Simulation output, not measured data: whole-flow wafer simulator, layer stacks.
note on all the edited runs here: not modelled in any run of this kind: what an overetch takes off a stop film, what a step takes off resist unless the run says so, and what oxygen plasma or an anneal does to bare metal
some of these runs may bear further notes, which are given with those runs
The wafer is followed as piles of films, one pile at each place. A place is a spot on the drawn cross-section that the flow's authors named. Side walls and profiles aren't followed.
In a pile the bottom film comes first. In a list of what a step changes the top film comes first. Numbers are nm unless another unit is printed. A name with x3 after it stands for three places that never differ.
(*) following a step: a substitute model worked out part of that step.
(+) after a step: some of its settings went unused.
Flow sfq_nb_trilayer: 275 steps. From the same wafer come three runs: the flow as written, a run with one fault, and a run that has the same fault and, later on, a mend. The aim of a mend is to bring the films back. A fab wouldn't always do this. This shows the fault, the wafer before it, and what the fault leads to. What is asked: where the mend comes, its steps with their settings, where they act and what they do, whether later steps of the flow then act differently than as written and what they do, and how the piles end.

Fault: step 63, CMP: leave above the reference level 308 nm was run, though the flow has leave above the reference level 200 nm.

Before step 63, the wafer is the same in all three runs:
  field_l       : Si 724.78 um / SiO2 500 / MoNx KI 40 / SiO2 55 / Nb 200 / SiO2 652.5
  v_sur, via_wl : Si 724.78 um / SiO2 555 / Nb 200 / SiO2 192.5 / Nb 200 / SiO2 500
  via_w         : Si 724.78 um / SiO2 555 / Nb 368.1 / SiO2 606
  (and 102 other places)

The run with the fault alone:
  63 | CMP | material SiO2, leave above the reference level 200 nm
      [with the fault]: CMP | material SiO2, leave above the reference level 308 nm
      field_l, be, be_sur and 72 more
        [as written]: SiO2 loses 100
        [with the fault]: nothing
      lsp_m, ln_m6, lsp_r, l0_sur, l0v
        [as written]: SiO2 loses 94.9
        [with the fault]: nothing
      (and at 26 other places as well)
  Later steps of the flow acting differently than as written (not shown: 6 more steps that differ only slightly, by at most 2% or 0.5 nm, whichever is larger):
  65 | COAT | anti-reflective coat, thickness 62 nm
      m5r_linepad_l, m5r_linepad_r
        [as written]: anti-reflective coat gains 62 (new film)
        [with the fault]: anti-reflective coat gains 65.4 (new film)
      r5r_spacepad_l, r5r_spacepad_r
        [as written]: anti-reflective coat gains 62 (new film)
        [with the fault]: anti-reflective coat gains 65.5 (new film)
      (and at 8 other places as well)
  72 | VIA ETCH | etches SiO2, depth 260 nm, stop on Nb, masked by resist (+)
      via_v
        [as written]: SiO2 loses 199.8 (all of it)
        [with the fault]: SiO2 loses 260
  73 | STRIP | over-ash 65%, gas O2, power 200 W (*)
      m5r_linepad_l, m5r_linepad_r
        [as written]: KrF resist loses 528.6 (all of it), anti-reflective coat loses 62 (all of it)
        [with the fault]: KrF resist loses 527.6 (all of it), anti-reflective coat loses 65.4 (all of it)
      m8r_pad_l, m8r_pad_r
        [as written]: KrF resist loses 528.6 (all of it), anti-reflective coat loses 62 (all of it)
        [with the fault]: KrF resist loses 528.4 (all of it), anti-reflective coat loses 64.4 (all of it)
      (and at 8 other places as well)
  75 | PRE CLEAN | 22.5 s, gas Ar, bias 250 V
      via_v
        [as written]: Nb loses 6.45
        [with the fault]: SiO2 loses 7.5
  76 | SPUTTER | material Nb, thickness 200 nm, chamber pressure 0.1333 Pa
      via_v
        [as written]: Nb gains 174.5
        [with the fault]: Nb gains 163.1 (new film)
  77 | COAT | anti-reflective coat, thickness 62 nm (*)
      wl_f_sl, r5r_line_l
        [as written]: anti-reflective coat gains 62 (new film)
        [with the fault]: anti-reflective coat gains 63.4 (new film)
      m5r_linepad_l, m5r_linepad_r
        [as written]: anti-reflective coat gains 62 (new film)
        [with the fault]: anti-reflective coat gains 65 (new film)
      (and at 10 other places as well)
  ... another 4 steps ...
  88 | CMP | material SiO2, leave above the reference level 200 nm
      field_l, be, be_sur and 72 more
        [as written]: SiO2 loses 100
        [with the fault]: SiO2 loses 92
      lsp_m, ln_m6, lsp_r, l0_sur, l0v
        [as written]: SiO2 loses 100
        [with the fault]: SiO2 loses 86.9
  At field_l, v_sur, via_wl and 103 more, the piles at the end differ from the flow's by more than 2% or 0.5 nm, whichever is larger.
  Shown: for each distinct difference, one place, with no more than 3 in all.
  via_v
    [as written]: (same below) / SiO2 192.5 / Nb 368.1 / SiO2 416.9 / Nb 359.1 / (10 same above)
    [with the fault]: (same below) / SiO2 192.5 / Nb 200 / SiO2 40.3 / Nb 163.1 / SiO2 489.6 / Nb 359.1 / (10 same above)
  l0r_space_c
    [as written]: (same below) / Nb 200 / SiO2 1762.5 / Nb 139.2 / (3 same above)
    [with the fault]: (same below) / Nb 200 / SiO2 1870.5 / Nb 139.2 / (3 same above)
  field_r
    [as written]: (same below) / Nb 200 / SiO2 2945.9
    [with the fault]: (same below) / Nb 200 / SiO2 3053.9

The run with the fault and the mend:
  After step 64 comes the mend.
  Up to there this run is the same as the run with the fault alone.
  64a | CMP | material SiO2, leave above the reference level 200 nm (the flow's step 63, run once more)
      field_l, be, be_sur and 72 more
        SiO2 loses 100
      v_sur, via_wl, via_w and 23 more
        SiO2 loses 108
      lsp_m, ln_m6, lsp_r, l0_sur, l0v
        SiO2 loses 94.9
  Later steps of the flow that are run all act as written at every place that is followed.
  The piles end the same as the flow's at every place that both follow.
